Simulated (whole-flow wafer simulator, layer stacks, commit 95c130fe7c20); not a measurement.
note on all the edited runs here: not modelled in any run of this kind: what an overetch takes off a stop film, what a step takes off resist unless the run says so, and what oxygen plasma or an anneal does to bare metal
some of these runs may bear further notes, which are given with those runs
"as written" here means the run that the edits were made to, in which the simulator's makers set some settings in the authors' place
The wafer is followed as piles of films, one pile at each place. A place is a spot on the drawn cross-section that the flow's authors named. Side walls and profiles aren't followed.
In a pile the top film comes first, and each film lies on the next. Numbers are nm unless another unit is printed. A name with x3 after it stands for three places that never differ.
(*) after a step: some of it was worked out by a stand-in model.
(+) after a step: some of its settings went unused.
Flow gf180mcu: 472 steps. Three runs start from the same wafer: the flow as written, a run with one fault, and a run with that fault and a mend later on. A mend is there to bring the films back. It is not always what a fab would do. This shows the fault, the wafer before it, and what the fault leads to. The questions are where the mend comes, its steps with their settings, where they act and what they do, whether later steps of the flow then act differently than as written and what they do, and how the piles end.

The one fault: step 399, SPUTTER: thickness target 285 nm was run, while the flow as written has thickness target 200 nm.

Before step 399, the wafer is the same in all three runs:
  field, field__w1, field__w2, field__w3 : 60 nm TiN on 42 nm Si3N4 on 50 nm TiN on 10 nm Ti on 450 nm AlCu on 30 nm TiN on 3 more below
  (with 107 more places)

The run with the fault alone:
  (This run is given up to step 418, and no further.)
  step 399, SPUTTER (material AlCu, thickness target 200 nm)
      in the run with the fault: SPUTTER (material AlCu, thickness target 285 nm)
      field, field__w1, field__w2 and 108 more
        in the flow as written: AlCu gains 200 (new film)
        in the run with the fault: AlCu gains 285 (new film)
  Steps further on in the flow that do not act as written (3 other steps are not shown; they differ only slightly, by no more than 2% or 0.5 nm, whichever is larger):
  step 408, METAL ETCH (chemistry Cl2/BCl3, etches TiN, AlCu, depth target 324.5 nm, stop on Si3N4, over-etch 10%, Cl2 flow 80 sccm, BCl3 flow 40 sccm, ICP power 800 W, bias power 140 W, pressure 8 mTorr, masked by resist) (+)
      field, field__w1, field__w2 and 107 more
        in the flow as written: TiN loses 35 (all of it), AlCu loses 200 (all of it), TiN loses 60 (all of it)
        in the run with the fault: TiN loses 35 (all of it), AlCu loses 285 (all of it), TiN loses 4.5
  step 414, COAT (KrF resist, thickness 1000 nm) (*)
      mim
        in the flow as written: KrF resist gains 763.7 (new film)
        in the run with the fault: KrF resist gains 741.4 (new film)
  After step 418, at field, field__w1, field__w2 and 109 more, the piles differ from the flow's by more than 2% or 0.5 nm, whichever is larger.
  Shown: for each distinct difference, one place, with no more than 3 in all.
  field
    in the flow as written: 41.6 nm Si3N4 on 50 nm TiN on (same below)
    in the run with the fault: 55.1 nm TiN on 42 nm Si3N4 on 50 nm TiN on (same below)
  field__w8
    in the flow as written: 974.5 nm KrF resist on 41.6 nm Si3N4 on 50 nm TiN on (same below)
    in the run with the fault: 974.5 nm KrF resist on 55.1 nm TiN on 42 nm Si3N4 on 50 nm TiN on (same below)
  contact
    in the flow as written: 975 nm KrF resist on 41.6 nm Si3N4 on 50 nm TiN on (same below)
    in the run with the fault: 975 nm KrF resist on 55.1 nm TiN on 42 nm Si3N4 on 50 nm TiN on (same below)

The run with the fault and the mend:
  The mend stands after step 407.
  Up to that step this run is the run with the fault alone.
  step 408, METAL ETCH (chemistry Cl2/BCl3, etches TiN, AlCu, depth target 409.5 nm, stop on Si3N4, over-etch 10%, Cl2 flow 80 sccm, BCl3 flow 40 sccm, ICP power 800 W, bias power 140 W, pressure 8 mTorr, masked by resist) (+) (the flow's step 408; as written it has depth target 324.5 nm)
      field, field__w1, field__w2 and 107 more
        TiN loses 35 (all of it), AlCu loses 285 (all of it), TiN loses 60 (all of it)
      mim
        resist loses 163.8
  Steps further on in the flow that do not act as written (3 other steps are not shown; they differ only slightly, by no more than 2% or 0.5 nm, whichever is larger):
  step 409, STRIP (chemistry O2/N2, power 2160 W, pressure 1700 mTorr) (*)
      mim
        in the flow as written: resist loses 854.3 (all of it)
        in the run with the mend: resist loses 820.3 (all of it)
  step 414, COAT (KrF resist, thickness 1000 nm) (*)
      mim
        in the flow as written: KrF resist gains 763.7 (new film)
        in the run with the mend: KrF resist gains 700.2 (new film)
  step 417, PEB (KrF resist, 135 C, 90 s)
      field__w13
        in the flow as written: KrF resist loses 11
        in the run with the mend: KrF resist loses 11.6
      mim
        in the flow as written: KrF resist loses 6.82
        in the run with the mend: KrF resist loses 5.84
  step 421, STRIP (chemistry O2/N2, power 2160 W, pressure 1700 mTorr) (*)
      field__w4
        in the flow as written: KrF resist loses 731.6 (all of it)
        in the run with the mend: KrF resist loses 746.6 (all of it)
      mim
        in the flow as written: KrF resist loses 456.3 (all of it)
        in the run with the mend: KrF resist loses 393.8 (all of it)
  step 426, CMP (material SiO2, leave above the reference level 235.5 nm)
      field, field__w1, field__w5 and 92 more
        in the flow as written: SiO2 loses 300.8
        in the run with the mend: SiO2 loses 215.8
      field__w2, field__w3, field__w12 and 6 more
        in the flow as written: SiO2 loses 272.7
        in the run with the mend: SiO2 loses 187.7
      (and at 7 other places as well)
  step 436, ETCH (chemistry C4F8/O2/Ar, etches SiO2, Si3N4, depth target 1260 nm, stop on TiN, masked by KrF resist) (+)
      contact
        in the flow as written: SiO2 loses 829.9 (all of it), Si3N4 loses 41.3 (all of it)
        in the run with the mend: SiO2 loses 914.9 (all of it), Si3N4 loses 41.3 (all of it)
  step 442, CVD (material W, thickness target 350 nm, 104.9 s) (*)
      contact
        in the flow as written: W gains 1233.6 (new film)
        in the run with the mend: W gains 1319.2 (new film)
  At field__w4, field__w8, contact, m1, m1__w1, mim, mim_1p0, m1_nw, the piles at the end differ from the flow's by more than 2% or 0.5 nm, whichever is larger.
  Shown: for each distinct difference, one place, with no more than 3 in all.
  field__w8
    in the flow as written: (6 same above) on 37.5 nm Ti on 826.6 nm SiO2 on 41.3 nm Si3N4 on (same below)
    in the run with the mend: (6 same above) on 37.5 nm Ti on 911.6 nm SiO2 on 41.3 nm Si3N4 on (same below)
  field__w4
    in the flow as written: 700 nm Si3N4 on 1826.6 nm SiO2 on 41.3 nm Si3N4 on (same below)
    in the run with the mend: 700 nm Si3N4 on 1911.6 nm SiO2 on 41.3 nm Si3N4 on (same below)
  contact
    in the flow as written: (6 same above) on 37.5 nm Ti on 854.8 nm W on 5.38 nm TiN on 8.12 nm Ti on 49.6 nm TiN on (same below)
    in the run with the mend: (6 same above) on 37.5 nm Ti on 940.4 nm W on 5.12 nm TiN on 7.73 nm Ti on 49.6 nm TiN on (same below)
